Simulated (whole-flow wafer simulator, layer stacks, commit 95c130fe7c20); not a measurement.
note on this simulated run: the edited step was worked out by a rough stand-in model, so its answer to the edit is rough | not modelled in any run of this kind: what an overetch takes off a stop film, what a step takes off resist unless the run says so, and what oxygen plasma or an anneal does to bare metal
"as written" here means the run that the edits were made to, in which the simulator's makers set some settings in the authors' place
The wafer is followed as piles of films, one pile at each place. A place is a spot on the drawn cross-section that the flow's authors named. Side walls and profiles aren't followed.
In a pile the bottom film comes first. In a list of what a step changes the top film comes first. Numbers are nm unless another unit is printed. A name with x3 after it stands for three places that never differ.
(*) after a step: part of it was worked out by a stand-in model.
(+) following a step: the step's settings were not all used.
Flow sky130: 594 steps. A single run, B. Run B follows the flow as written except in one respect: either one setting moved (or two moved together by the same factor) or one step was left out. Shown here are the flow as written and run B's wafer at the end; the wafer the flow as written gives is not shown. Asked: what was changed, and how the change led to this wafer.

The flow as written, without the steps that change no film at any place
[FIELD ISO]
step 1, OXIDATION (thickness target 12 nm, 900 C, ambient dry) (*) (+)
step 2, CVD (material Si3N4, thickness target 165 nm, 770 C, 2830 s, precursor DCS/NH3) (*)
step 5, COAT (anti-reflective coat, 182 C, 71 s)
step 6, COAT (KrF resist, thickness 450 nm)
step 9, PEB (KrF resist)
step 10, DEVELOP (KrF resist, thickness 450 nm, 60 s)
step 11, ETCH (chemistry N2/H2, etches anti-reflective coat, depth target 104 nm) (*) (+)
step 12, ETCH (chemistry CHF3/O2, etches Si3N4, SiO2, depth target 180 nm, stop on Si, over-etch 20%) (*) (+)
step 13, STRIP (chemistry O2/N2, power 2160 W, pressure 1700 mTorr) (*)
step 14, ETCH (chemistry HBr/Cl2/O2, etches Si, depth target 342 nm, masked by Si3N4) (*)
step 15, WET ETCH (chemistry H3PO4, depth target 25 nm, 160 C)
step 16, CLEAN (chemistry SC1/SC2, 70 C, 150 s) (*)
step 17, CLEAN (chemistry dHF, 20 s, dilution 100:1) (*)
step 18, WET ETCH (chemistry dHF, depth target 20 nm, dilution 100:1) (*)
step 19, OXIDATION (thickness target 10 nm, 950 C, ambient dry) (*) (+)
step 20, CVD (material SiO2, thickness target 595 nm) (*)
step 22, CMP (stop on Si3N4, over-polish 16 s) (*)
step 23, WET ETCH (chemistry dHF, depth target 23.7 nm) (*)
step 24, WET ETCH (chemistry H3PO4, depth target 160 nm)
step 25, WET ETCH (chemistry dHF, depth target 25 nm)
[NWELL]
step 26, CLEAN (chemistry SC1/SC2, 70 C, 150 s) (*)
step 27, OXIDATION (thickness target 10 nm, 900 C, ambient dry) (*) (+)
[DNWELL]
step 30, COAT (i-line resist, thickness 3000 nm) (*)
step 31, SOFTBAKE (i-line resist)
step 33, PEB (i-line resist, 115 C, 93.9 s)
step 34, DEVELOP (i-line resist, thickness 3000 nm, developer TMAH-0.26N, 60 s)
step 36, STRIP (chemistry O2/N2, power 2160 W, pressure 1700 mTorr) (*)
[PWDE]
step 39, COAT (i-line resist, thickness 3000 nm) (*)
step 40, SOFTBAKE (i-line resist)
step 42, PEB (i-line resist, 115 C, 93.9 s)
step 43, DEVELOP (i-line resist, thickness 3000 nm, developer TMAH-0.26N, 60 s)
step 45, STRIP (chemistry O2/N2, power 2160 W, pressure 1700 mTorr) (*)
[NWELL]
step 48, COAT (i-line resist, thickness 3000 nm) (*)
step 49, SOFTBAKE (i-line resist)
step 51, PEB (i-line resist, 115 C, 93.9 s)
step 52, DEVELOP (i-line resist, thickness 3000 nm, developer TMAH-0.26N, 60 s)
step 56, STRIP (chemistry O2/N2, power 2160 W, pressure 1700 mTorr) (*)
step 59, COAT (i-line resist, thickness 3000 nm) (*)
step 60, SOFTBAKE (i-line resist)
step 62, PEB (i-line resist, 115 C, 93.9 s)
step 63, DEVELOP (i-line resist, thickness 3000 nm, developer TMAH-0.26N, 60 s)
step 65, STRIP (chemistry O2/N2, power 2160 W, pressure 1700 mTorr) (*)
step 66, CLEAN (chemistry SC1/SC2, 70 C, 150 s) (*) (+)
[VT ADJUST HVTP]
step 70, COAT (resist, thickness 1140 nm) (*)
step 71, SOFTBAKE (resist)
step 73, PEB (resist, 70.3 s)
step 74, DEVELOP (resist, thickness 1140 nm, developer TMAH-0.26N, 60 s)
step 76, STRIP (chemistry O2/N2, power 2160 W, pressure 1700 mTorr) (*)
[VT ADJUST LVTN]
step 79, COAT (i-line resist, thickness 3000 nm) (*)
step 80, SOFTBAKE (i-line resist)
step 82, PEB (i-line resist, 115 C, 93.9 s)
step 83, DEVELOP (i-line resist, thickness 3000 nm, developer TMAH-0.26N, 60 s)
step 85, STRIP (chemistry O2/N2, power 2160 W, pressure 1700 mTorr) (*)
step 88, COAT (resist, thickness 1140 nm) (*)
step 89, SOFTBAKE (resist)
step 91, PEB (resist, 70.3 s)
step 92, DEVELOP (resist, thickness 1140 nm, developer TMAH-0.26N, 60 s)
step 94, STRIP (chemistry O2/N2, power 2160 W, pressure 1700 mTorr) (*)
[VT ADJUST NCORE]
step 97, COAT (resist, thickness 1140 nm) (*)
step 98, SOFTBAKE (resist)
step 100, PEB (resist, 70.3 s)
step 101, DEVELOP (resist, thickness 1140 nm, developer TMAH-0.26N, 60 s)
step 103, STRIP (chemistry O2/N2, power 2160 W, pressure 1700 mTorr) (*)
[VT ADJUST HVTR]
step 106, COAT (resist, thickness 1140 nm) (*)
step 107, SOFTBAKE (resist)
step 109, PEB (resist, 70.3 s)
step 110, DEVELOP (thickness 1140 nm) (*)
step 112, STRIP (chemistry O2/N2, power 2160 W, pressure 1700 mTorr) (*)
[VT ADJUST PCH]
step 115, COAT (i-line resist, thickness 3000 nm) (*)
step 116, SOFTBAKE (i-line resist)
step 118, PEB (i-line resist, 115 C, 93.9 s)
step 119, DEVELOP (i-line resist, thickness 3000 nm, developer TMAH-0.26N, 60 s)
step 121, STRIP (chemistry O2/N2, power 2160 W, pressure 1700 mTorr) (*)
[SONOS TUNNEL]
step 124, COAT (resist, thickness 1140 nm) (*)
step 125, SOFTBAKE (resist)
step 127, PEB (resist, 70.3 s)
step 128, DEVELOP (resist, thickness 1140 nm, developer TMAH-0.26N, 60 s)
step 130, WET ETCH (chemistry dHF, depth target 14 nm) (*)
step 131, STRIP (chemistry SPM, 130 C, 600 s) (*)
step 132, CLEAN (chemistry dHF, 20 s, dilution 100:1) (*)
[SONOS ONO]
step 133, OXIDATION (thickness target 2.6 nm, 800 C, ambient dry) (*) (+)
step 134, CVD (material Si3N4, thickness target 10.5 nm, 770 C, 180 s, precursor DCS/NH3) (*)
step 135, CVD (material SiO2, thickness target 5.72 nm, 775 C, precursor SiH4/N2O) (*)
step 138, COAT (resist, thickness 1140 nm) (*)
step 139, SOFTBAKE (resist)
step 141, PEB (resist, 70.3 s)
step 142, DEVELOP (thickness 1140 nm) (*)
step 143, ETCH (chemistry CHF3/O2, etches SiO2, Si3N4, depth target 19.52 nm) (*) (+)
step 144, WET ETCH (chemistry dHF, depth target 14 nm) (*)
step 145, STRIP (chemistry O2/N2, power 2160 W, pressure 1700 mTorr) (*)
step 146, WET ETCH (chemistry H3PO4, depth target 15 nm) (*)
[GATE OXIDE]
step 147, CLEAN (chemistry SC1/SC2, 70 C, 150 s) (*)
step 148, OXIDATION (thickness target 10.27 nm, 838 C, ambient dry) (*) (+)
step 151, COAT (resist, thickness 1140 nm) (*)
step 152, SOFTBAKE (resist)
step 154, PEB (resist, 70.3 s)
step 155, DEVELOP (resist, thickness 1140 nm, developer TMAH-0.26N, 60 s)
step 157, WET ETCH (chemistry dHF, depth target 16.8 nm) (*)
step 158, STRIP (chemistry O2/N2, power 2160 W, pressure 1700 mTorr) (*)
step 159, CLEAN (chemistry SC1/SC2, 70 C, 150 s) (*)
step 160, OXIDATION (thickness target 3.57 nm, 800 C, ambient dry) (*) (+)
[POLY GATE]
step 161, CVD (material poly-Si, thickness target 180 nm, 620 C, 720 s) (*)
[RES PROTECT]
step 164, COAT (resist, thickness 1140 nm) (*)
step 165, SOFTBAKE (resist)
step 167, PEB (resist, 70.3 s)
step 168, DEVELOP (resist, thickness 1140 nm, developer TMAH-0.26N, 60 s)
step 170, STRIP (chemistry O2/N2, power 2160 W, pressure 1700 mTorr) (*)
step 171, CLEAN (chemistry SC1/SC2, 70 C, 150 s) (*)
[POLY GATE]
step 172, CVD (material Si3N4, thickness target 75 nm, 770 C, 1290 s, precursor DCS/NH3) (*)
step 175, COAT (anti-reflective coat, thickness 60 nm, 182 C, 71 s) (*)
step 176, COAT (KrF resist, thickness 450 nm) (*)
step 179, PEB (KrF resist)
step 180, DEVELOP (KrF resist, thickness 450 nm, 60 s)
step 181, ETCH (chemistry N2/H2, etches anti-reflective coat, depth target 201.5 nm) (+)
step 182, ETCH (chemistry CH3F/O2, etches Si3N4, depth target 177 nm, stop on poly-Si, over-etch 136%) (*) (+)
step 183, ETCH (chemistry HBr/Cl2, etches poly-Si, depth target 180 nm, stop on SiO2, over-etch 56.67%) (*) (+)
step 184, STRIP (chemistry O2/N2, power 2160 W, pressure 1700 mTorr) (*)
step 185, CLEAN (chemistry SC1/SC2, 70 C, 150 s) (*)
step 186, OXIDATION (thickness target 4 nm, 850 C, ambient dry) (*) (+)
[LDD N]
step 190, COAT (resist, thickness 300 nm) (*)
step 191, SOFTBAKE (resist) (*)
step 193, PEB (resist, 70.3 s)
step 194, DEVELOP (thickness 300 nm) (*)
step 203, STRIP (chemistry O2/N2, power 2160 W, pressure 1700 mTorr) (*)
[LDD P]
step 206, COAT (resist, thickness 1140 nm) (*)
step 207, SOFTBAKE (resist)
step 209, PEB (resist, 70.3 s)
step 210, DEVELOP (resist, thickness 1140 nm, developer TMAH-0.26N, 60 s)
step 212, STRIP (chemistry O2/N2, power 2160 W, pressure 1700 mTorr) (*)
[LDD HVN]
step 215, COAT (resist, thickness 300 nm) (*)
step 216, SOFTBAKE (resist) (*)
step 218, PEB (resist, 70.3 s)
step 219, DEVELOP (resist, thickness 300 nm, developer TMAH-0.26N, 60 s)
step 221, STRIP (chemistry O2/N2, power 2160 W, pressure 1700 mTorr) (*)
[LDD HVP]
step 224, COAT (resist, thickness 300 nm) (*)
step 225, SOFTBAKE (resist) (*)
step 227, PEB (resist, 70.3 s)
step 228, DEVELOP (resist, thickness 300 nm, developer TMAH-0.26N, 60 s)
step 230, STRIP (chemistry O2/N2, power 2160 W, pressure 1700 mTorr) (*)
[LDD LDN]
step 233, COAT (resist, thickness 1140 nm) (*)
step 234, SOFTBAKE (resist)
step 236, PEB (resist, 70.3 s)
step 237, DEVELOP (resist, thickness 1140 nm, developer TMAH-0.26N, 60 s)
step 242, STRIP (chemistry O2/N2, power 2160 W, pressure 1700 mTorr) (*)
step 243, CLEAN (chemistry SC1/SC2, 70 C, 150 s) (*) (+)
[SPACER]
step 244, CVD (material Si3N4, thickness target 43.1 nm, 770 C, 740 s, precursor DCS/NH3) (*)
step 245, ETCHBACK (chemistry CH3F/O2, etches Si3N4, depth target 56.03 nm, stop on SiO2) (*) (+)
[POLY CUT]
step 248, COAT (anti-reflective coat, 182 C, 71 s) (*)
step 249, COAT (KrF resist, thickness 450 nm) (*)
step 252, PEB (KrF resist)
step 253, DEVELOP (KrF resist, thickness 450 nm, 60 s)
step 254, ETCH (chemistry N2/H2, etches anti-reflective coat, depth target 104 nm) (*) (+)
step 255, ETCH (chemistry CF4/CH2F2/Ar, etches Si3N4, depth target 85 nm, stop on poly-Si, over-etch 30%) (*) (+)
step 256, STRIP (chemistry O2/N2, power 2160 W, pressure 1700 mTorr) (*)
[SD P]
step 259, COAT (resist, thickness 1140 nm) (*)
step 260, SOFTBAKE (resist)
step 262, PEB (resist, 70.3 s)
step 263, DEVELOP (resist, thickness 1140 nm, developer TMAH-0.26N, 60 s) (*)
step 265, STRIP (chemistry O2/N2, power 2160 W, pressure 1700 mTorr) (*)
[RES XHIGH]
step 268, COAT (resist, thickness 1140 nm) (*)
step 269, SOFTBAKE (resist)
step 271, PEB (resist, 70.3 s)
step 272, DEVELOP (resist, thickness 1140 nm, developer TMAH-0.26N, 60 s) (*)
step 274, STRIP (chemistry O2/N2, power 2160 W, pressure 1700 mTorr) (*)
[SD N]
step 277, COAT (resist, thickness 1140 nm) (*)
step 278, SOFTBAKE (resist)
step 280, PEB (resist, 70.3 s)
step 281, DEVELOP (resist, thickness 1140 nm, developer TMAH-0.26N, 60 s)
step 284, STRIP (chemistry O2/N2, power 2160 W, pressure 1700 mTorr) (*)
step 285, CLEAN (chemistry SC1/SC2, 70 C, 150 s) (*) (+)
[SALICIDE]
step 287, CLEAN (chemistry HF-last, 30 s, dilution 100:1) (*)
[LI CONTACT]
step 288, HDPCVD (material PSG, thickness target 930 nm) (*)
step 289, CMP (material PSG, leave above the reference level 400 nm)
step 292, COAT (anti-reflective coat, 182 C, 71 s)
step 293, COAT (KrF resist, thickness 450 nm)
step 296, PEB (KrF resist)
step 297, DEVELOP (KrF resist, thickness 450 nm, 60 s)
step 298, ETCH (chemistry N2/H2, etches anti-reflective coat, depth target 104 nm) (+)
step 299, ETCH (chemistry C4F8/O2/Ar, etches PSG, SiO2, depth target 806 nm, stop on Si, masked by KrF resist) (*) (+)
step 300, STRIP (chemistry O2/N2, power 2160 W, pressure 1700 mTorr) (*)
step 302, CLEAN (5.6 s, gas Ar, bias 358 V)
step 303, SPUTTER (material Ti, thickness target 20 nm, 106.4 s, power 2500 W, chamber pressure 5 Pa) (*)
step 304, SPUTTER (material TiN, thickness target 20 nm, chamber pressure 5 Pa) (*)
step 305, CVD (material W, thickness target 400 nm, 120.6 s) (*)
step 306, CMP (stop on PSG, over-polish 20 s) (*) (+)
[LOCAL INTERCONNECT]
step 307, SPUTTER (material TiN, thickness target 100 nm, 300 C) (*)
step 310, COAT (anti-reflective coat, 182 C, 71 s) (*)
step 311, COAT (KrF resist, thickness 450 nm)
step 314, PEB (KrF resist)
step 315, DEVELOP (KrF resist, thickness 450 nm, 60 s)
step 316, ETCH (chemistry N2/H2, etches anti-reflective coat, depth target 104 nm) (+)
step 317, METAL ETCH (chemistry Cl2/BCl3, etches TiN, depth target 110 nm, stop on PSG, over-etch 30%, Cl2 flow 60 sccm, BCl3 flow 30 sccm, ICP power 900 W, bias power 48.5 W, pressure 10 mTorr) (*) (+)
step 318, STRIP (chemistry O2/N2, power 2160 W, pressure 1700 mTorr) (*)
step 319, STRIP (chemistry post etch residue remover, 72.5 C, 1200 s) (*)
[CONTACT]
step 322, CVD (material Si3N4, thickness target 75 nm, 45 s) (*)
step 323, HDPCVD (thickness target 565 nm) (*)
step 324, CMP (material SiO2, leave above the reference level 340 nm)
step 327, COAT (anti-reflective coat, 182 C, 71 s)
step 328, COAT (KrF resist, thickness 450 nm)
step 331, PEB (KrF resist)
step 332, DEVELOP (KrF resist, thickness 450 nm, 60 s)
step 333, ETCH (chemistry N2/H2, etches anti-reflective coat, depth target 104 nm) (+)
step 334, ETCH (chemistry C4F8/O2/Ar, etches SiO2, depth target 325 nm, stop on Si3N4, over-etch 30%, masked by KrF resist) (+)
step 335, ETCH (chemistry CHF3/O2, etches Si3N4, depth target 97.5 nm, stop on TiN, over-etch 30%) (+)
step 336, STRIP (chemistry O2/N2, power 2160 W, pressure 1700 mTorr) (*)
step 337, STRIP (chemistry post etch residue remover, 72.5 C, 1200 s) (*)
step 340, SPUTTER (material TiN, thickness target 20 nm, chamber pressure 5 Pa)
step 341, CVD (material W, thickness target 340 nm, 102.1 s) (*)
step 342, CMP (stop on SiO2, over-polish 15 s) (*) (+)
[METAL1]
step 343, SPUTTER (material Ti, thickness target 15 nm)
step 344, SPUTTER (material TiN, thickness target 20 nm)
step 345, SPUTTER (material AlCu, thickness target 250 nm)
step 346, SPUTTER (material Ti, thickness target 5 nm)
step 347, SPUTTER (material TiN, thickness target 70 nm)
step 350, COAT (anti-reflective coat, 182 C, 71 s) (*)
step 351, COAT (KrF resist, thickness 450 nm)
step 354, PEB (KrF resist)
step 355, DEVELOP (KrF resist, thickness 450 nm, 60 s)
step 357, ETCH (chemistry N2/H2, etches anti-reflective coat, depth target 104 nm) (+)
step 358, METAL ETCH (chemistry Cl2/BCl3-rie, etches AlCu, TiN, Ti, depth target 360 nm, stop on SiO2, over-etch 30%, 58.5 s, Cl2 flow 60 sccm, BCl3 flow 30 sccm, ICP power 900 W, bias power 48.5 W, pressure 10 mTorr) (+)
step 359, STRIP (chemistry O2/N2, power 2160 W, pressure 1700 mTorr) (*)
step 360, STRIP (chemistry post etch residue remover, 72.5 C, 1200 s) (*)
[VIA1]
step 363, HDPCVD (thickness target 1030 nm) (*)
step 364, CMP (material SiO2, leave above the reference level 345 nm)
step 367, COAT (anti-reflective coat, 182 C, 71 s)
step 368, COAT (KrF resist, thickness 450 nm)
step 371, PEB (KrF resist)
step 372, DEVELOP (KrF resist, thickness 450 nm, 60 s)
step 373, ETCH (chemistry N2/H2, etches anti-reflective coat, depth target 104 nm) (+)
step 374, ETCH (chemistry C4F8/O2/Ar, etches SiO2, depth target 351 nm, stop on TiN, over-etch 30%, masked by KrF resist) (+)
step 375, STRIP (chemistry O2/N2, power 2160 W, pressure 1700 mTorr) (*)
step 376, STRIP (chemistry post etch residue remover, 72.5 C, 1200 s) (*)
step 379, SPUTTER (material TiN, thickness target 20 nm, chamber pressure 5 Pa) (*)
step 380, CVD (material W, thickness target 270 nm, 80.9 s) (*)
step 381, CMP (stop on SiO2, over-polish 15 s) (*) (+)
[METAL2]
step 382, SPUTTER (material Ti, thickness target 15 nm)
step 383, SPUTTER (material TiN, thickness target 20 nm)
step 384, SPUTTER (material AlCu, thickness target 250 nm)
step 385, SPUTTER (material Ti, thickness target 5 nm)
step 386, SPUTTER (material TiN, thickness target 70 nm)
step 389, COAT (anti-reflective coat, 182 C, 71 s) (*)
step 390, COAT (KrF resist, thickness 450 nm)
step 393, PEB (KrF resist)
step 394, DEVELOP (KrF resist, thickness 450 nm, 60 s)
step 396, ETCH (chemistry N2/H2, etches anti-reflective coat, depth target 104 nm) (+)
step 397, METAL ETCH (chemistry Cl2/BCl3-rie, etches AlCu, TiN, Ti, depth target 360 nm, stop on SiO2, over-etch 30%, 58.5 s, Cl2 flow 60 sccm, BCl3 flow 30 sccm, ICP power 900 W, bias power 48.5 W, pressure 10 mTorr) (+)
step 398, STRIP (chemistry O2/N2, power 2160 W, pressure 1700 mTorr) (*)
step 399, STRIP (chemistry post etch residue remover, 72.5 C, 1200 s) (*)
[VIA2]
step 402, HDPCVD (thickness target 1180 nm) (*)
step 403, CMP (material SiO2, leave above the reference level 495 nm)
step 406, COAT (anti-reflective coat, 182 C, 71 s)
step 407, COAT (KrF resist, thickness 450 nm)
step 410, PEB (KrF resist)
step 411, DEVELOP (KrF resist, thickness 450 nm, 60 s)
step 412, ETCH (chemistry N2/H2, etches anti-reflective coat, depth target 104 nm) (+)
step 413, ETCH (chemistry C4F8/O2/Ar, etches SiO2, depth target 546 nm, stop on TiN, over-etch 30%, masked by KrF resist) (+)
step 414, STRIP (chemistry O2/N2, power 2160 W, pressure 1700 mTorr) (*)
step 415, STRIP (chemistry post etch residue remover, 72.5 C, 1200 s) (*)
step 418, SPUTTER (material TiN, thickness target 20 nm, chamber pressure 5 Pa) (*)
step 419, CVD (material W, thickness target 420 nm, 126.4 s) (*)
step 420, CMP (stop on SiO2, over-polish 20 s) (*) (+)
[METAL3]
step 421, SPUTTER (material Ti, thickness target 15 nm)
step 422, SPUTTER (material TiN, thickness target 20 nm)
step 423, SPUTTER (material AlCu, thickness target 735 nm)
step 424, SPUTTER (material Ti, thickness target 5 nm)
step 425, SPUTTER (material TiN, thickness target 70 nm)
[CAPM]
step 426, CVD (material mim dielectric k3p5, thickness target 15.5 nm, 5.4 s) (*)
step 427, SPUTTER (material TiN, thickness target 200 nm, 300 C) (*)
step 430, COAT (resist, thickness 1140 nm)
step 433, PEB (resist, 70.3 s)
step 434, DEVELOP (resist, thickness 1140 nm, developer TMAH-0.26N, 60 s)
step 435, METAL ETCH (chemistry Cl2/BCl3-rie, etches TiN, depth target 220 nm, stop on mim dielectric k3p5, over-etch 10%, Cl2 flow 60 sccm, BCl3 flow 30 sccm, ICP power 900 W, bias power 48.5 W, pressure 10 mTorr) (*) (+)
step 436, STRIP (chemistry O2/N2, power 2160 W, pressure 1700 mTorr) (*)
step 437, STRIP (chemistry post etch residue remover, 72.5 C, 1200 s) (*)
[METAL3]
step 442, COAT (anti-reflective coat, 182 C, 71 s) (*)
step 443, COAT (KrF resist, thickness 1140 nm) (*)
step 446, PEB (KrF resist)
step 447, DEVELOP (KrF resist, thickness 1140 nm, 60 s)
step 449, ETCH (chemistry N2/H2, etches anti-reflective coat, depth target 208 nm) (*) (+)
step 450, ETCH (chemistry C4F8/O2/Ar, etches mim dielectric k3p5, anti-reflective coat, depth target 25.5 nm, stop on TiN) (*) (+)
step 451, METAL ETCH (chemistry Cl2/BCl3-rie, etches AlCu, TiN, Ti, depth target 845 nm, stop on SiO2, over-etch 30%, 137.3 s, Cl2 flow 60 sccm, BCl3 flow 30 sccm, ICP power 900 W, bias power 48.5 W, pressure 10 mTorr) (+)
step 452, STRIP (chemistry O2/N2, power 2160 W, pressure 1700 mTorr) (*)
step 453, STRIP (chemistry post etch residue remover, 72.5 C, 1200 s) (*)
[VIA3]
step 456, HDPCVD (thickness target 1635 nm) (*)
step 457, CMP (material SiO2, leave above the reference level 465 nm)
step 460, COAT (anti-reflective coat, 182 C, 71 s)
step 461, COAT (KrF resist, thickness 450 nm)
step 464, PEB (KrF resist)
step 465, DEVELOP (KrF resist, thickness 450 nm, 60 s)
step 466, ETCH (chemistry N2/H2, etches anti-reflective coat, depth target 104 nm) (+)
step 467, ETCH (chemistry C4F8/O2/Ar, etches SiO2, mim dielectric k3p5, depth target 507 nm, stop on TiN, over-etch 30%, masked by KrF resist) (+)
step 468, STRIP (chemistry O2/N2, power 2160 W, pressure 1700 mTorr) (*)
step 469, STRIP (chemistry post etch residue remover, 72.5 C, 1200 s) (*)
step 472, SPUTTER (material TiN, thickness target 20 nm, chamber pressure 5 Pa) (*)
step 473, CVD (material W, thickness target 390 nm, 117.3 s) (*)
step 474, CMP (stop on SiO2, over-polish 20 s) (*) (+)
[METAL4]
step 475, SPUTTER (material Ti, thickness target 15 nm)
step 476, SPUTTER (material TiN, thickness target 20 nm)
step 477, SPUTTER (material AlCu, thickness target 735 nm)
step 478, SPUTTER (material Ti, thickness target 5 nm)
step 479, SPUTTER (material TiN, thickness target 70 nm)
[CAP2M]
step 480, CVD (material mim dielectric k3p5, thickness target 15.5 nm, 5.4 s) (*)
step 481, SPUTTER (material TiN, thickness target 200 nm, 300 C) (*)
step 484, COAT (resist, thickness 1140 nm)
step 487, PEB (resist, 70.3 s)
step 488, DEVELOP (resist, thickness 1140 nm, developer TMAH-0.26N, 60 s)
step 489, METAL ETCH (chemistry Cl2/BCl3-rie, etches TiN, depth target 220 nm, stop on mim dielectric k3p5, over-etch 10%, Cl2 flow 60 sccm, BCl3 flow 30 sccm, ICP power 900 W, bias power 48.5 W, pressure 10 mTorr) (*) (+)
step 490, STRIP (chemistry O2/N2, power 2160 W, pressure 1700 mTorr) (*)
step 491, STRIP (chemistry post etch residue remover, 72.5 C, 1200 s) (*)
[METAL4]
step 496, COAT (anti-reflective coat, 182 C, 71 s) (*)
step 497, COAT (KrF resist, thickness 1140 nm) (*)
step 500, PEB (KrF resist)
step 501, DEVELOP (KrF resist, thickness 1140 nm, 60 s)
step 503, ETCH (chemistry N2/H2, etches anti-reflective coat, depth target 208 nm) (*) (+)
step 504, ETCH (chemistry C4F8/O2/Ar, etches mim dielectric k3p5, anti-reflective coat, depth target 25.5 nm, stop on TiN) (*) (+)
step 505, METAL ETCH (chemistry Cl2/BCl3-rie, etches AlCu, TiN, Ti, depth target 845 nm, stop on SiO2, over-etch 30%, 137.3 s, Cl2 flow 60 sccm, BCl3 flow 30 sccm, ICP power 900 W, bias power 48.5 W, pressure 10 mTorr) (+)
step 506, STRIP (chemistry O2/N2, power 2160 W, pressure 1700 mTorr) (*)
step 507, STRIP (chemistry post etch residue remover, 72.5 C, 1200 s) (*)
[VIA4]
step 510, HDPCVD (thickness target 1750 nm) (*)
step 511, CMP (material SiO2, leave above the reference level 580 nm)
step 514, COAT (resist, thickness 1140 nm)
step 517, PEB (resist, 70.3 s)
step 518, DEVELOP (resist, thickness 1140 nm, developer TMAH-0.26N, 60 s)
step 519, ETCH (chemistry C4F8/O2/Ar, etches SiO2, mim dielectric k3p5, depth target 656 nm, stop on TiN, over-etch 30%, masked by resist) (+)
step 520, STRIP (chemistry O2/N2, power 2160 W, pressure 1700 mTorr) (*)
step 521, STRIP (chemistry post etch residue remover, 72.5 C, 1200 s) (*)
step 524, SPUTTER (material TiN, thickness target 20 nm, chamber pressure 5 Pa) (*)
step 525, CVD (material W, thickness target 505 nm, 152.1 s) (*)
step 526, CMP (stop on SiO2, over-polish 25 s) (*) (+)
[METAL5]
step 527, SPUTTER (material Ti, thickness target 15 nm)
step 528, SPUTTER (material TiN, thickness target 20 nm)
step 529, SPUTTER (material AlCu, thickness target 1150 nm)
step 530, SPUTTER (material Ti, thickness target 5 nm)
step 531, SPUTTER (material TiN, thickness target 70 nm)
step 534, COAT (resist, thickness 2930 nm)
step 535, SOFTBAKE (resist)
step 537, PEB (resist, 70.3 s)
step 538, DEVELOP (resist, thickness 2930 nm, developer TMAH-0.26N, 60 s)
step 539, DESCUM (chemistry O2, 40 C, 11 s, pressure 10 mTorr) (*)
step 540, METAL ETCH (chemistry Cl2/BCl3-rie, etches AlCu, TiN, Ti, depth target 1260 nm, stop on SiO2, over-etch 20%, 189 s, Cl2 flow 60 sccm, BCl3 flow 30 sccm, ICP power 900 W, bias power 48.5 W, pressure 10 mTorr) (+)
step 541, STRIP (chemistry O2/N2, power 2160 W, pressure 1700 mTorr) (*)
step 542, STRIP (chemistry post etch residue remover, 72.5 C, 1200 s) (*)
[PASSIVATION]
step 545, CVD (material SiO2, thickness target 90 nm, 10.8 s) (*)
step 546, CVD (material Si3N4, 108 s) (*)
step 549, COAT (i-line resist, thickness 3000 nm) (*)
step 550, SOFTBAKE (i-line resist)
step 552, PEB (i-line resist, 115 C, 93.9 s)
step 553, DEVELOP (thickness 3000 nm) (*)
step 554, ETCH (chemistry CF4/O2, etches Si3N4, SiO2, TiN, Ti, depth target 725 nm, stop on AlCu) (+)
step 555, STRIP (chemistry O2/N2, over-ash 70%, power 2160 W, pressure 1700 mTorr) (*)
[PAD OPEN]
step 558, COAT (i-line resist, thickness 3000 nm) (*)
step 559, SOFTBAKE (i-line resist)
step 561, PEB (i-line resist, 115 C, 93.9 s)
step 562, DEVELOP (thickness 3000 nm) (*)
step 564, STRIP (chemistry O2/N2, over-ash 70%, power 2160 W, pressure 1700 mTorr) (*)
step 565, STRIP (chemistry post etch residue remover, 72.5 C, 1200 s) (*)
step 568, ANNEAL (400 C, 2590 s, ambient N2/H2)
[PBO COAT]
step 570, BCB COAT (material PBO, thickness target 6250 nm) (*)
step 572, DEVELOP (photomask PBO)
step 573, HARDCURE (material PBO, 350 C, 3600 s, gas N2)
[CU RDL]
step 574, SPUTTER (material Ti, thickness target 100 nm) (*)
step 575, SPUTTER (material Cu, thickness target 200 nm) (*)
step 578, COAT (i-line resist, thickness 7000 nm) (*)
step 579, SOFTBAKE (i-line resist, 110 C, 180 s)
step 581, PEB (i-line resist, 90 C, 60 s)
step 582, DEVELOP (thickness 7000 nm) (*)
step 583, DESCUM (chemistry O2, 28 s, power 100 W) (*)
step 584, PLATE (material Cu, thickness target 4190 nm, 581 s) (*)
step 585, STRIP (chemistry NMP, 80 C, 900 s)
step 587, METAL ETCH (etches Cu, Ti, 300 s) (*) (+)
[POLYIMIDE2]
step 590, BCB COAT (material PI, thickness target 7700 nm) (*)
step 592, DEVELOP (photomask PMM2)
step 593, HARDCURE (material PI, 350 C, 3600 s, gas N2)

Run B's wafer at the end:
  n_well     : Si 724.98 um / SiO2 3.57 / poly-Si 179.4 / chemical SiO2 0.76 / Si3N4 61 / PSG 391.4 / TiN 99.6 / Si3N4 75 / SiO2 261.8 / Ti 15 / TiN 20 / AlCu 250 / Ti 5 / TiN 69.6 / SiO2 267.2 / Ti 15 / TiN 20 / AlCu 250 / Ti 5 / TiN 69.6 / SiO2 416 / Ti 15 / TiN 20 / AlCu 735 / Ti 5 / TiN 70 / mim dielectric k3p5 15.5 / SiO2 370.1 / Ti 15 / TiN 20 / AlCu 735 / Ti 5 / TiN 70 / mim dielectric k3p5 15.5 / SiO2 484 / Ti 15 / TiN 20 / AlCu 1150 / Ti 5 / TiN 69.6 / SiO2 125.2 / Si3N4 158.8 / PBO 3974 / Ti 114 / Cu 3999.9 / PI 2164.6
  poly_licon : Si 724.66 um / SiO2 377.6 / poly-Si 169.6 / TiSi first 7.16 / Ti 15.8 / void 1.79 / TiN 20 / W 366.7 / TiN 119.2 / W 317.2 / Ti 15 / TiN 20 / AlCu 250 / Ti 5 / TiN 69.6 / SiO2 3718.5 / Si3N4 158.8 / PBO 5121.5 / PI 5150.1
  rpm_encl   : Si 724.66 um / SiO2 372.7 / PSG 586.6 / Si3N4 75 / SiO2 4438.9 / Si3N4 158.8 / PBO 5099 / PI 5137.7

The reason: step 574, SPUTTER: thickness target 114 nm was run, whereas the flow has thickness target 100 nm.
The wafer itself shows it: n_well has Ti 114, and step 574 as written asks for 100 nm.

How this came from the change, step by step:
  step 574, SPUTTER (material Ti, thickness target 100 nm) (*)
      field, active, n_well and 190 more: +114 Ti (new film) (in the flow as written it would be: +100 Ti (new film))
  step 587, METAL ETCH (etches Cu, Ti, 300 s) (*) (+)
      field, active, gate and 167 more: -200 Cu (all of it), -114 Ti (all of it) (in the flow as written it would be: -200 Cu (all of it), -100 Ti (all of it))
  step 590, BCB COAT (material PI, thickness target 7700 nm) (*)
      de16_gate_nw: +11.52 um PI (new film) (in the flow as written it would be: +11.5 um PI (new film))
